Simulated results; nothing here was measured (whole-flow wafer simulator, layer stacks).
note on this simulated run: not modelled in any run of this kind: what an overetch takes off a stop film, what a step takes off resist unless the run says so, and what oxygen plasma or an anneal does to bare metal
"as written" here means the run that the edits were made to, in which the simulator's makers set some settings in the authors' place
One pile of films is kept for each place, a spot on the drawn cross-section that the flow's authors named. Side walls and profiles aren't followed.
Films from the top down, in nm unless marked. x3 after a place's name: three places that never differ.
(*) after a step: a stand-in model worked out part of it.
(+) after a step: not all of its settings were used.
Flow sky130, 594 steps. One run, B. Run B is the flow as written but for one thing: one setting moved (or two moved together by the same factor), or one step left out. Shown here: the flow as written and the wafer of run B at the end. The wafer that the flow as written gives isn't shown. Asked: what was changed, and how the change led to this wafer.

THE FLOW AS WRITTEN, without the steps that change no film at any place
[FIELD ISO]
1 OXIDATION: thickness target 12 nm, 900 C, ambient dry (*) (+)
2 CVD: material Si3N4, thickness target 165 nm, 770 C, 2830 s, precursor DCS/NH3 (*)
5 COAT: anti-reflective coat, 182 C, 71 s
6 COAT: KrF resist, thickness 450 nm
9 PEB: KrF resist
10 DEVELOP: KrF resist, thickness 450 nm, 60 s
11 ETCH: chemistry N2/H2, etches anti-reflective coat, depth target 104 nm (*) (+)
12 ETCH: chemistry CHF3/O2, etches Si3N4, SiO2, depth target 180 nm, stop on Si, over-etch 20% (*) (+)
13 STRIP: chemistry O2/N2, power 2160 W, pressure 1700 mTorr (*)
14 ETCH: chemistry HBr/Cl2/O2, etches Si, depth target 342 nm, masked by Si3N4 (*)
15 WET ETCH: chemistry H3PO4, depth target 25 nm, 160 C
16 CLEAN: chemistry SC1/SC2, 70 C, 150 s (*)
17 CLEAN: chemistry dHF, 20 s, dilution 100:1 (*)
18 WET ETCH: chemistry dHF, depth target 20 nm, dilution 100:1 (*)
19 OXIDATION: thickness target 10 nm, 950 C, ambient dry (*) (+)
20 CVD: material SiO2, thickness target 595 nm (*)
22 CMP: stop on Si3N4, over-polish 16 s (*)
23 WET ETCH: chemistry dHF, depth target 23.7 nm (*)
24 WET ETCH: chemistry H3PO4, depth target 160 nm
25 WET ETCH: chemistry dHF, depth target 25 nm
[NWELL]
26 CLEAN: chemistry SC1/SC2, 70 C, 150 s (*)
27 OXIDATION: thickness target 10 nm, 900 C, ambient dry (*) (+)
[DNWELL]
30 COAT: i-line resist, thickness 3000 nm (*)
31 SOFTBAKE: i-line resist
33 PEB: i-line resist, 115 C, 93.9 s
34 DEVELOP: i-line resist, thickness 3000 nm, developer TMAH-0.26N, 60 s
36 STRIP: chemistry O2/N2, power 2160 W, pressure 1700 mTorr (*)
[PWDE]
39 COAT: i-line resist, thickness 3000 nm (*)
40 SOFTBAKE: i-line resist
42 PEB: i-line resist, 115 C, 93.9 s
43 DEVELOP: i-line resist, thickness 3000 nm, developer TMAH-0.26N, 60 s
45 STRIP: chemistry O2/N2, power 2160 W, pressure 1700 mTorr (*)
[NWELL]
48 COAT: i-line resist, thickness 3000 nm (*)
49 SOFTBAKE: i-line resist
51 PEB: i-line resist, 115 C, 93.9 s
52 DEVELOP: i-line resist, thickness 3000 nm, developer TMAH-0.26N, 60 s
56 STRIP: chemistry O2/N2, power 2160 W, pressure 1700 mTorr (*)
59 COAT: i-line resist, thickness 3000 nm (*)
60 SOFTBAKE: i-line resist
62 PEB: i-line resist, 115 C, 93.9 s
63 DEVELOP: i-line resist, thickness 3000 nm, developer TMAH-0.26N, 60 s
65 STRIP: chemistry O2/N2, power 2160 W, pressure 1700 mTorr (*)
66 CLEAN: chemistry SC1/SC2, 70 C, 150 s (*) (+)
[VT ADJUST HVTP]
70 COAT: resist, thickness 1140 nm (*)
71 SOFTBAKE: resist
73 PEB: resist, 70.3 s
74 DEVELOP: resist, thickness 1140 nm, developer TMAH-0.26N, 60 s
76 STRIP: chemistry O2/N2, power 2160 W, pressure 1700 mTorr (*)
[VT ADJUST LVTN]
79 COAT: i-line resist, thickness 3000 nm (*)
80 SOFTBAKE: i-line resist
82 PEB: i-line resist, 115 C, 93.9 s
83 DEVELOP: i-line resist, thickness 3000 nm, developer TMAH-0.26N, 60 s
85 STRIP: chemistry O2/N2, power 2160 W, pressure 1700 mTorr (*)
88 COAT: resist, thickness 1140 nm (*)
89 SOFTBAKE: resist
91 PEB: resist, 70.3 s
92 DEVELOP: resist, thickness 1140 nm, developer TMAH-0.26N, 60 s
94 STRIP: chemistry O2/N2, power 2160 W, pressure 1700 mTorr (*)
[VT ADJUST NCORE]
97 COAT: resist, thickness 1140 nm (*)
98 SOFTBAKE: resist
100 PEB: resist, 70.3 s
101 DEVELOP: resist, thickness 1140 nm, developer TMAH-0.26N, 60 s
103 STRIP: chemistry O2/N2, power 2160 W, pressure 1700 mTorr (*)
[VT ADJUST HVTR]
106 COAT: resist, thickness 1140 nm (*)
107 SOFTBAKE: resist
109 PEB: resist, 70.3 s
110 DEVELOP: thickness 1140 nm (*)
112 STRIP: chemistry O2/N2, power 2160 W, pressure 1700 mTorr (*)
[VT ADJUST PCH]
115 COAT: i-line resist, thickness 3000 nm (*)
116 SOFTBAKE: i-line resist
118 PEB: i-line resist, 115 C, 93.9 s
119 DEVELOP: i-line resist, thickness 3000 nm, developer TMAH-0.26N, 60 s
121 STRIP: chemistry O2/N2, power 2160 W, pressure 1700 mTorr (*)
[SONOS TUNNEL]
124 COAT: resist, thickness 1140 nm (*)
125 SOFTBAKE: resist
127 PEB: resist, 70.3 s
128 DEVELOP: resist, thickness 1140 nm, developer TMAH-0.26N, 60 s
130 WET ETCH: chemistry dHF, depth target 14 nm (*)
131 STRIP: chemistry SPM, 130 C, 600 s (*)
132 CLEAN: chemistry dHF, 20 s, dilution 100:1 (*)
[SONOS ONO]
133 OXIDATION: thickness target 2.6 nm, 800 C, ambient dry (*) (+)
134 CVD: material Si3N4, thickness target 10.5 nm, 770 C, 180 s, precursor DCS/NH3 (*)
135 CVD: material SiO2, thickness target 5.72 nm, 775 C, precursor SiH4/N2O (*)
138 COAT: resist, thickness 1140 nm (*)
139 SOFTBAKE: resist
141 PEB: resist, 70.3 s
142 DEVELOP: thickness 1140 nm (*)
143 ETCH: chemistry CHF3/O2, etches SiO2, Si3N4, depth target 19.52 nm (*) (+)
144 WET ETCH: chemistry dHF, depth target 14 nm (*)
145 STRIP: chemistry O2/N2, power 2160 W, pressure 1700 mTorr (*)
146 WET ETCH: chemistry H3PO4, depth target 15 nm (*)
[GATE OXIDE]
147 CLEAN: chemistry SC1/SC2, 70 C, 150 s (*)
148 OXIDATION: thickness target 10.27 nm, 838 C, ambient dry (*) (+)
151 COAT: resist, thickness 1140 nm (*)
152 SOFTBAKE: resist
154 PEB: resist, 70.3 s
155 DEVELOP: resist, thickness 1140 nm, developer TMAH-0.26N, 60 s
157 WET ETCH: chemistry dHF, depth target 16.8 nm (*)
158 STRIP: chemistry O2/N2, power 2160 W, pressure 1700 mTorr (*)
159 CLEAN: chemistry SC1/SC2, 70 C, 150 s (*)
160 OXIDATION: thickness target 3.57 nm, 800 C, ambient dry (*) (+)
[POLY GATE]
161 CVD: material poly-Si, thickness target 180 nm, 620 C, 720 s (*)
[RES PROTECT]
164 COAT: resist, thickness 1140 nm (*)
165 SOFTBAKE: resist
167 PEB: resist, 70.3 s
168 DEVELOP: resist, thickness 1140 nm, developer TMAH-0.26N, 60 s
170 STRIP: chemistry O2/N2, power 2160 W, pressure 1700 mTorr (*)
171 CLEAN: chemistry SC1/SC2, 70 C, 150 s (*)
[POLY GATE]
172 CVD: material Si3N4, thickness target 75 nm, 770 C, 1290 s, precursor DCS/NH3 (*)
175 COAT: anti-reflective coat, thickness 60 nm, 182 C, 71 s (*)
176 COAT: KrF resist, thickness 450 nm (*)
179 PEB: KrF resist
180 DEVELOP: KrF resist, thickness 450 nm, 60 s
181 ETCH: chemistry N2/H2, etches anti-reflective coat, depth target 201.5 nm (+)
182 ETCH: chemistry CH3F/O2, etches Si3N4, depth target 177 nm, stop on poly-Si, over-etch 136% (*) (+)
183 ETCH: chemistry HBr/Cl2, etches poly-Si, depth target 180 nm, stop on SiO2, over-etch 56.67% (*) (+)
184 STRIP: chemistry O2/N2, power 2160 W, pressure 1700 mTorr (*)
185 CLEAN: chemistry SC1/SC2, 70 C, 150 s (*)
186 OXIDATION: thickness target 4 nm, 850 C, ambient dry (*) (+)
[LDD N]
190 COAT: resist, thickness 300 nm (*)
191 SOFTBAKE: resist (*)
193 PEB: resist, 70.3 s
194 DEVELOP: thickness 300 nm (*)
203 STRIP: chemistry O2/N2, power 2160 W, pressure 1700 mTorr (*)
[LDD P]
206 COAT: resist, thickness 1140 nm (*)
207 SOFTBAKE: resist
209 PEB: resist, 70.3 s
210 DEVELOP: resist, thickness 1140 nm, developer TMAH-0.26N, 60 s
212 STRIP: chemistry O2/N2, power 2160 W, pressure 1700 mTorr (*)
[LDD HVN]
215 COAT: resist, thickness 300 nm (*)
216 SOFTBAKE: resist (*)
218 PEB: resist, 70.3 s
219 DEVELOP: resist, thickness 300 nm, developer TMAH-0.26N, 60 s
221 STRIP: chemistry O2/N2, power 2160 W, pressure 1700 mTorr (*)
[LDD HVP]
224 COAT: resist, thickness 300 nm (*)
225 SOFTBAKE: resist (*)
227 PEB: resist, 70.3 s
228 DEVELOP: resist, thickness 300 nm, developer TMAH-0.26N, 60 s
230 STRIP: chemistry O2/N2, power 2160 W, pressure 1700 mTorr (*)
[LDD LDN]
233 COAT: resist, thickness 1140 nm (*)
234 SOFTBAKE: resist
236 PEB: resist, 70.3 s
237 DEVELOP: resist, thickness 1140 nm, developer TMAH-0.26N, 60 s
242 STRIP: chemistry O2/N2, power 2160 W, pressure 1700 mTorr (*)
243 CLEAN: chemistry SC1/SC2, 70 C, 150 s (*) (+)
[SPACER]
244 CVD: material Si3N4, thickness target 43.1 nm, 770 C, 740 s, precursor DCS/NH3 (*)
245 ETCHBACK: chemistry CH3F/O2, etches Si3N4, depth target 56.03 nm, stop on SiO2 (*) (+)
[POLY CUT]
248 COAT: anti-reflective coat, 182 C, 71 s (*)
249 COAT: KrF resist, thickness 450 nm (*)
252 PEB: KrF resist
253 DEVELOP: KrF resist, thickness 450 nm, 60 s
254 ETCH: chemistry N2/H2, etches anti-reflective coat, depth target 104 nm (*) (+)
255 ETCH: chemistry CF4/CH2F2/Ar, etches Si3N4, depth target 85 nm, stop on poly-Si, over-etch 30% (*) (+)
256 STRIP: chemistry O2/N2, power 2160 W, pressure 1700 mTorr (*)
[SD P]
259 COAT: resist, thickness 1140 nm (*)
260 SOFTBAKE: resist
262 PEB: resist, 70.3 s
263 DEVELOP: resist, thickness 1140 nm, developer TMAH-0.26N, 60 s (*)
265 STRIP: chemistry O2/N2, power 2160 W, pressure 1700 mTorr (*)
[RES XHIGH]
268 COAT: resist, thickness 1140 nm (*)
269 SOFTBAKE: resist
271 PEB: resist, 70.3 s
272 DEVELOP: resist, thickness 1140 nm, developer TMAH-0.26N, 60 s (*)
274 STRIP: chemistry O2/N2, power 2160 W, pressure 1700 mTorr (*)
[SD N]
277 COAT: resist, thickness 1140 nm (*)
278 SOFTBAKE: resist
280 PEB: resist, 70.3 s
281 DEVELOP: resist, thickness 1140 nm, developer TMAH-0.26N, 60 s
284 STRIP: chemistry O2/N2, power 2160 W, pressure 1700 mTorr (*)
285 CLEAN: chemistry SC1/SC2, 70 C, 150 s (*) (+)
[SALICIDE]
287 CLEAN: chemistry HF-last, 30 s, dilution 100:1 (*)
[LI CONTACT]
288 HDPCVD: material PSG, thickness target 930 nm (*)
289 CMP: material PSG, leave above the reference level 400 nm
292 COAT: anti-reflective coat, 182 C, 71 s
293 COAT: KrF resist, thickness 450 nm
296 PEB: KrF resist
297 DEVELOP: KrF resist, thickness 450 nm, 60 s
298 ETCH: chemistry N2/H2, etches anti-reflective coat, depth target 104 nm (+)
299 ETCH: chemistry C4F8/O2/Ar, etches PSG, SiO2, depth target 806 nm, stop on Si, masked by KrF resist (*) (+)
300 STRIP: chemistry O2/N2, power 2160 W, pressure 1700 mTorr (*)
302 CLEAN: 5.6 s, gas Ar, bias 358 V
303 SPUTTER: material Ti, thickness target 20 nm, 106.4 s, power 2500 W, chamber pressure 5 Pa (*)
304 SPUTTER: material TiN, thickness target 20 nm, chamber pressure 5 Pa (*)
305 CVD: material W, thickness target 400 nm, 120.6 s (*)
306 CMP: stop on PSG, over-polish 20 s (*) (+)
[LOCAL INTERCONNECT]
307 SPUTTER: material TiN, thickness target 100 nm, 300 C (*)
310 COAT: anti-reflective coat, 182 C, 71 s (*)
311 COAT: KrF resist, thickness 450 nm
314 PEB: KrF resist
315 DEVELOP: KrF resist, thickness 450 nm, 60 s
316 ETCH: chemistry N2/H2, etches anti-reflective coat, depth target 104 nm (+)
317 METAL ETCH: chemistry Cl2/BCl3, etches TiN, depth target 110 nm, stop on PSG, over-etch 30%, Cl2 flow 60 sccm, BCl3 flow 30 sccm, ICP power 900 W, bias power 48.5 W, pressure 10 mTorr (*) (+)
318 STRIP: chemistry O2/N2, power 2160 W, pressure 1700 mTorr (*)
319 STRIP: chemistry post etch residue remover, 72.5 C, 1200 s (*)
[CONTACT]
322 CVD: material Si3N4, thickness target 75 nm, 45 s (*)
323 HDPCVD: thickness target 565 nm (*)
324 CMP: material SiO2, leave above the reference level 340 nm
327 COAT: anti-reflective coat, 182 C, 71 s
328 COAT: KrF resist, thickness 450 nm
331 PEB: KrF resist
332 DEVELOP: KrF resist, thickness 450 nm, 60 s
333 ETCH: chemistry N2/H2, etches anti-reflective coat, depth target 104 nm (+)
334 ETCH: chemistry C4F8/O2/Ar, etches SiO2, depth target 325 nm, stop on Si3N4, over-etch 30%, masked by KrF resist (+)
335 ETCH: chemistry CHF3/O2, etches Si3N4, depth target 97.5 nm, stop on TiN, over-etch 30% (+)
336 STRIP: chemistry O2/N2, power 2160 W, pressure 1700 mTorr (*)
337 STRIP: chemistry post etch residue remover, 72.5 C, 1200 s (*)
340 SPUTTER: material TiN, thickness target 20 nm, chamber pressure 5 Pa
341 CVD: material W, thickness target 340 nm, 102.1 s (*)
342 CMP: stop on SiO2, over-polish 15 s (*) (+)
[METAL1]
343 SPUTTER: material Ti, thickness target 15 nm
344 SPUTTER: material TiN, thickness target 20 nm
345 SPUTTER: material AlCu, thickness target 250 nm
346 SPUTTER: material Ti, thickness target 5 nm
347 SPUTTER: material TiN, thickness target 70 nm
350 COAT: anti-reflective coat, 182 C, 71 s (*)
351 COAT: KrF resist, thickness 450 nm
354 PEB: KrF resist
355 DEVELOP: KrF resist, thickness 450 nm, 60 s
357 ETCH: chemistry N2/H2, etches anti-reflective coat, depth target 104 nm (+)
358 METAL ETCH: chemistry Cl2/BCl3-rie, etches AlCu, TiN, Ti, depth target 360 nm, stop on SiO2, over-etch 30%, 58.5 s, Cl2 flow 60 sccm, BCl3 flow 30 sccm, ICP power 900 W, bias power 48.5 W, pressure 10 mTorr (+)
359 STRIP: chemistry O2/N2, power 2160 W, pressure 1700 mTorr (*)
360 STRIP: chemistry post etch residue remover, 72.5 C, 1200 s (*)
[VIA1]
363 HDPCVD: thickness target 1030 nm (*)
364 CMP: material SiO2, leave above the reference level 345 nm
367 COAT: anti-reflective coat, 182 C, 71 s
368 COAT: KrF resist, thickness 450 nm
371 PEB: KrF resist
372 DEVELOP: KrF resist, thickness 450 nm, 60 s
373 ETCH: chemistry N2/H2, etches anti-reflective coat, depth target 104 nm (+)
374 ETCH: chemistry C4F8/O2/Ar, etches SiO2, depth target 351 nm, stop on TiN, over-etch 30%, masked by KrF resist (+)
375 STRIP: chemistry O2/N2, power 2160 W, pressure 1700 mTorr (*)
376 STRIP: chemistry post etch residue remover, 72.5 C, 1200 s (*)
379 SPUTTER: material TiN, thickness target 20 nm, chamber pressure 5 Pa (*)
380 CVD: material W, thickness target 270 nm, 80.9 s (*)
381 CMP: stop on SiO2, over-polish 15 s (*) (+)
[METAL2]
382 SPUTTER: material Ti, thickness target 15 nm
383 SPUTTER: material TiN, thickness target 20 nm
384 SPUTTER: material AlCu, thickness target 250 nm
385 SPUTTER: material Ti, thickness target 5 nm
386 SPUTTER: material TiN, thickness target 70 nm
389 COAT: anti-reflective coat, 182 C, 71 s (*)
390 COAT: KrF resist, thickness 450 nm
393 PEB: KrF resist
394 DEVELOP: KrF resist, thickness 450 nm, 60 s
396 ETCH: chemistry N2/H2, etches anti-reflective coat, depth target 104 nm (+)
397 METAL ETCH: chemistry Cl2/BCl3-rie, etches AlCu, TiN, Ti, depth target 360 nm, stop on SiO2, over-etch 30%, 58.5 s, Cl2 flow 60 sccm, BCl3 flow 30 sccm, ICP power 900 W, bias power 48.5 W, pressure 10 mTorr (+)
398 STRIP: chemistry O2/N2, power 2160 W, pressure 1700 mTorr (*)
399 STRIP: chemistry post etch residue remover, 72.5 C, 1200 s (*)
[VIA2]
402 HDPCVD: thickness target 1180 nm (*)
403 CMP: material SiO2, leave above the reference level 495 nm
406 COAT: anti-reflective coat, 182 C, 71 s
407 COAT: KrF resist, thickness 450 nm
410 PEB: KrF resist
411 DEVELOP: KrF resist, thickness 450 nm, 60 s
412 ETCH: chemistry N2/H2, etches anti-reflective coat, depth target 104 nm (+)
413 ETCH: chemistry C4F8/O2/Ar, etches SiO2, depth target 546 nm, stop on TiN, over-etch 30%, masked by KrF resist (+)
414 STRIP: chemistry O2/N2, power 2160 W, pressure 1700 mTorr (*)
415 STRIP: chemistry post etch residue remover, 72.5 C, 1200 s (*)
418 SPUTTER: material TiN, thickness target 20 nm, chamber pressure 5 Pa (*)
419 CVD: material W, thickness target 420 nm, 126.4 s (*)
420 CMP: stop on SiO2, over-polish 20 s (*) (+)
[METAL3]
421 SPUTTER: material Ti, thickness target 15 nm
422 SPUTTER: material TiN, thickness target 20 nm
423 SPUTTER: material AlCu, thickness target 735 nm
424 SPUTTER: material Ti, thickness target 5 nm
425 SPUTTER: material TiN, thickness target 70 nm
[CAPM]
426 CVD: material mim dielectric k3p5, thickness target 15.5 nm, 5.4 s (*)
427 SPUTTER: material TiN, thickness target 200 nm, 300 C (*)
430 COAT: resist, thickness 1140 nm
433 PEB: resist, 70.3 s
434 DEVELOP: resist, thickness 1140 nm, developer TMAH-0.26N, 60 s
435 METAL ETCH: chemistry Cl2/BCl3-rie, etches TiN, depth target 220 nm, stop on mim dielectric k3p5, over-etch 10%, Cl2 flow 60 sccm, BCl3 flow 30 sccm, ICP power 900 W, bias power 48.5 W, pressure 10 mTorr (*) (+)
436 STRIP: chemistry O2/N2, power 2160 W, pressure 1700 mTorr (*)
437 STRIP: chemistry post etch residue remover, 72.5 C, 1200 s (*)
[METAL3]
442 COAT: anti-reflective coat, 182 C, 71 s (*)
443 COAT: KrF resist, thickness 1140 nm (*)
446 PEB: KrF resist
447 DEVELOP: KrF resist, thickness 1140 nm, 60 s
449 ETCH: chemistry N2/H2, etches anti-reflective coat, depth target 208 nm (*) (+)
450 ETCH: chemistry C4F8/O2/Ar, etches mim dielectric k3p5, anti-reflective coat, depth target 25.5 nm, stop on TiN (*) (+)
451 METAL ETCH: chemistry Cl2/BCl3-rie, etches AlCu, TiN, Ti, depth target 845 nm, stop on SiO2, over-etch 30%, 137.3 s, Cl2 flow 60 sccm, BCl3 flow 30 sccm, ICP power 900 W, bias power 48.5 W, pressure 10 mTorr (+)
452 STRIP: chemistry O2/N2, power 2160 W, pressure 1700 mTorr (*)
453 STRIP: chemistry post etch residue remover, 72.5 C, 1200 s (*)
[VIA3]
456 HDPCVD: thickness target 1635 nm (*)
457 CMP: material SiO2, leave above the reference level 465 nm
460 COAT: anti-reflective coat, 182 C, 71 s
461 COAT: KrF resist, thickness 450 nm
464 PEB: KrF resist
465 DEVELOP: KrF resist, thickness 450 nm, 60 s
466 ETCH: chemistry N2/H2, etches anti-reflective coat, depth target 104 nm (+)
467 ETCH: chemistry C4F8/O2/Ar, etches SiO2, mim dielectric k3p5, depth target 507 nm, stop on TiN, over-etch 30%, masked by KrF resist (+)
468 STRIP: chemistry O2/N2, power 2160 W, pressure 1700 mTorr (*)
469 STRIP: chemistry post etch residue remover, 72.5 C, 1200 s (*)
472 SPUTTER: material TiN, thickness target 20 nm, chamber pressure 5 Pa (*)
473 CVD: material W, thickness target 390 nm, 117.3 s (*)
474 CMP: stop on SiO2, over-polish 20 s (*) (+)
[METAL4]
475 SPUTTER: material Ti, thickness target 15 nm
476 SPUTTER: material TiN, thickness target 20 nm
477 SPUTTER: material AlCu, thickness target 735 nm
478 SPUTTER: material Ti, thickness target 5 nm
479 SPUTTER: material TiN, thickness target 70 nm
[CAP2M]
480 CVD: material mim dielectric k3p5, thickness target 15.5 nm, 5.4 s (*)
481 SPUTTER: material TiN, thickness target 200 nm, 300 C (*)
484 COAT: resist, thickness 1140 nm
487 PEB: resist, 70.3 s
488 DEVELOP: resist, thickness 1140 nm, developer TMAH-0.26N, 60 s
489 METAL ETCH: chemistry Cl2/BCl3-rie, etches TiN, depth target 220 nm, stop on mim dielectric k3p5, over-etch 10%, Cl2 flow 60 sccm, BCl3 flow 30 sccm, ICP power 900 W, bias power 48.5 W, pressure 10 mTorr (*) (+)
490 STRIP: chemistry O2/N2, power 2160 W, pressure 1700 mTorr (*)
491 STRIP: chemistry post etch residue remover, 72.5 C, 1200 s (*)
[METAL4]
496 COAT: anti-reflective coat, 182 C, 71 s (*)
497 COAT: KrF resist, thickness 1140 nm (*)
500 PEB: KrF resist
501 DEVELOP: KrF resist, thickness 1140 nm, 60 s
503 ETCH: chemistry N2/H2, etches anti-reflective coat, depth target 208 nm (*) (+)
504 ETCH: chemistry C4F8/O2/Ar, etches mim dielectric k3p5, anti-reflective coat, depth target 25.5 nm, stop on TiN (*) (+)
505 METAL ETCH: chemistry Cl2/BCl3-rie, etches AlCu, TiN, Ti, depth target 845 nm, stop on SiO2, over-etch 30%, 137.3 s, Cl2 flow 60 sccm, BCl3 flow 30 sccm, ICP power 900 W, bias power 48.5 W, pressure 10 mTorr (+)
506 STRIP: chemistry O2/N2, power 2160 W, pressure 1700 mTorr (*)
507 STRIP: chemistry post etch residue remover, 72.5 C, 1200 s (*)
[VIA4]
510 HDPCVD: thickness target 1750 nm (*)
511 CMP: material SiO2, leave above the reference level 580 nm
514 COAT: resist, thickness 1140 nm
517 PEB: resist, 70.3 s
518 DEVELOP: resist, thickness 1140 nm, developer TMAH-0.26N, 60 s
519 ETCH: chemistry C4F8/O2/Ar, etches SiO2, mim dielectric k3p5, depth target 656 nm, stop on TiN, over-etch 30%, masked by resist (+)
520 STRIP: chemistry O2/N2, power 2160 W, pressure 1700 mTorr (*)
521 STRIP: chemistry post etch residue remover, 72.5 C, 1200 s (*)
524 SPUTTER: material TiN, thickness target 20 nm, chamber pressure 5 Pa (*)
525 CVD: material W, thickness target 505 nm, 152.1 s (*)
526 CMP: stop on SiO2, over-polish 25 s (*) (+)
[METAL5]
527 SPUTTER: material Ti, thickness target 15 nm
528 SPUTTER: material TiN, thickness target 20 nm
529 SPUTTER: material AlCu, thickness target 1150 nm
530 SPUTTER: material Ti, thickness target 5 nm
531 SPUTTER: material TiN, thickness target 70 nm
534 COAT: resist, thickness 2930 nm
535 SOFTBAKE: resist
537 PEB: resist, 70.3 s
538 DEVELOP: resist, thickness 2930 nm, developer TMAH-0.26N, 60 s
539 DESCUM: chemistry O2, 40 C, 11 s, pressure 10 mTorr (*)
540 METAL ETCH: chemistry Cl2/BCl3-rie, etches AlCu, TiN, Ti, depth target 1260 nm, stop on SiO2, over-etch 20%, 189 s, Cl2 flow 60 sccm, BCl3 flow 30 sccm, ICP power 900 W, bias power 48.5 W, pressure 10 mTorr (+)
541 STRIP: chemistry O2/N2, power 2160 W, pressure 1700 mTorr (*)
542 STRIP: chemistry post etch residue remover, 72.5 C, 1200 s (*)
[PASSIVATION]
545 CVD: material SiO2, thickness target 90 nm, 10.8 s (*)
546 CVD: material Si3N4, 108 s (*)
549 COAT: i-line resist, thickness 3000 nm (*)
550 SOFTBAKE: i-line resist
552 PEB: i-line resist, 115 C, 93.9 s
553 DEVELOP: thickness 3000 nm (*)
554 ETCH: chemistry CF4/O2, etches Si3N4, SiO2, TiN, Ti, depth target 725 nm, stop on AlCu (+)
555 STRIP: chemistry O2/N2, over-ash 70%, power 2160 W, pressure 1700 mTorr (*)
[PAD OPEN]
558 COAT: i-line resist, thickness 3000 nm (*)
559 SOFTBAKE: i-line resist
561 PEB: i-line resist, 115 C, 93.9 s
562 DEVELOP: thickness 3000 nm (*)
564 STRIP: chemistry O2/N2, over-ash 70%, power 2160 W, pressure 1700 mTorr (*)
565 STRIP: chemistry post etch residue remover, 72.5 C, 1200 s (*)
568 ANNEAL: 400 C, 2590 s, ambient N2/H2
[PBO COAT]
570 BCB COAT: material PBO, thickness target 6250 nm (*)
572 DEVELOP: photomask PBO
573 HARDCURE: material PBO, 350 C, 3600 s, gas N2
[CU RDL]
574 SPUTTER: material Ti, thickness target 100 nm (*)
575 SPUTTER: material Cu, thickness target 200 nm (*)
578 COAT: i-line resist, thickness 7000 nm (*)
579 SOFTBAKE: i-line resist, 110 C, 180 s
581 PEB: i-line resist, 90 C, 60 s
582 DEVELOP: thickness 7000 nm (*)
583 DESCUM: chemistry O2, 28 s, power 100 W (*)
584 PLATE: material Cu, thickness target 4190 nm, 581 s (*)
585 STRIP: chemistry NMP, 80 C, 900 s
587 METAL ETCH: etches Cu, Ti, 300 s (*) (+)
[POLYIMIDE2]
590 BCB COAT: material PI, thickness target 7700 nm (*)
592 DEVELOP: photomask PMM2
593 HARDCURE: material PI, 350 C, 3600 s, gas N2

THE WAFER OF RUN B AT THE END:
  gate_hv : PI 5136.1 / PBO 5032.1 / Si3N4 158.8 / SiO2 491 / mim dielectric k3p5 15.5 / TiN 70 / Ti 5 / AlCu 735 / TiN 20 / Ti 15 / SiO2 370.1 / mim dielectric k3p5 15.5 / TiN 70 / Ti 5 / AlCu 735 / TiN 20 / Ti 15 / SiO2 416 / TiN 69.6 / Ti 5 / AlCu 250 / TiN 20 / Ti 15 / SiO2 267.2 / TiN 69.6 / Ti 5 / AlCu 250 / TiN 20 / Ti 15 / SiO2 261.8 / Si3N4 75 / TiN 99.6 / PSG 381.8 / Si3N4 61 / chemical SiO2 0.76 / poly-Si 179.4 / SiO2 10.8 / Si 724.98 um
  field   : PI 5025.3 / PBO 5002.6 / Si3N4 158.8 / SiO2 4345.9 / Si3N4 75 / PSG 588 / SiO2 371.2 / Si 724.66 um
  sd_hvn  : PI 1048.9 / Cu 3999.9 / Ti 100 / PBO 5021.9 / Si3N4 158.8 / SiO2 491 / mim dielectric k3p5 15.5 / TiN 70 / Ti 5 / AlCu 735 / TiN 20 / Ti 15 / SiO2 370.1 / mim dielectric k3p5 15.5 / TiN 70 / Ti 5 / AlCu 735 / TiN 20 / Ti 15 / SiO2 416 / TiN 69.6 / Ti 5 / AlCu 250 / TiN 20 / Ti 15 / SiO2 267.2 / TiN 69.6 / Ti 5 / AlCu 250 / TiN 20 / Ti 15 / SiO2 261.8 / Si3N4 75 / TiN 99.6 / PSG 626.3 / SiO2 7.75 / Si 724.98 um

The cause: step 511, CMP: leave above the reference level 487 nm was run, where the flow has leave above the reference level 580 nm.

How the change led to this, step by step:
  511 CMP: material SiO2, leave above the reference level 580 nm
      n_well, p_well, gate_hv and 99 more: SiO2 -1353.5 (as written it would be: SiO2 -1260.5)
      field, active, gate and 77 more: SiO2 -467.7 (as written it would be: SiO2 -374.7)
      (and at 11 more places)
  519 ETCH: chemistry C4F8/O2/Ar, etches SiO2, mim dielectric k3p5, depth target 656 nm, stop on TiN, over-etch 30%, masked by resist (+)
      field, active, n_well and 188 more: resist -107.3 (as written it would be: resist -131.2)
      m1: SiO2 -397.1 (all of it), mim dielectric k3p5 -15.5 (all of it) (as written it would be: SiO2 -490.1 (all of it), mim dielectric k3p5 -15.5 (all of it))
      (and at 1 more place)
  520 STRIP: chemistry O2/N2, power 2160 W, pressure 1700 mTorr (*)
      field, active, n_well and 188 more: resist -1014 (all of it) (as written it would be: resist -990.1 (all of it))
  524 SPUTTER: material TiN, thickness target 20 nm, chamber pressure 5 Pa (*)
      m1, via4_hole: TiN +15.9 (as written it would be: TiN +15.3)
  525 CVD: material W, thickness target 505 nm, 152.1 s (*)
      m1: W +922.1 (new film) (as written it would be: W +1015.8 (new film))
      via4_hole: W +921.5 (new film) (as written it would be: W +1015.2 (new film))
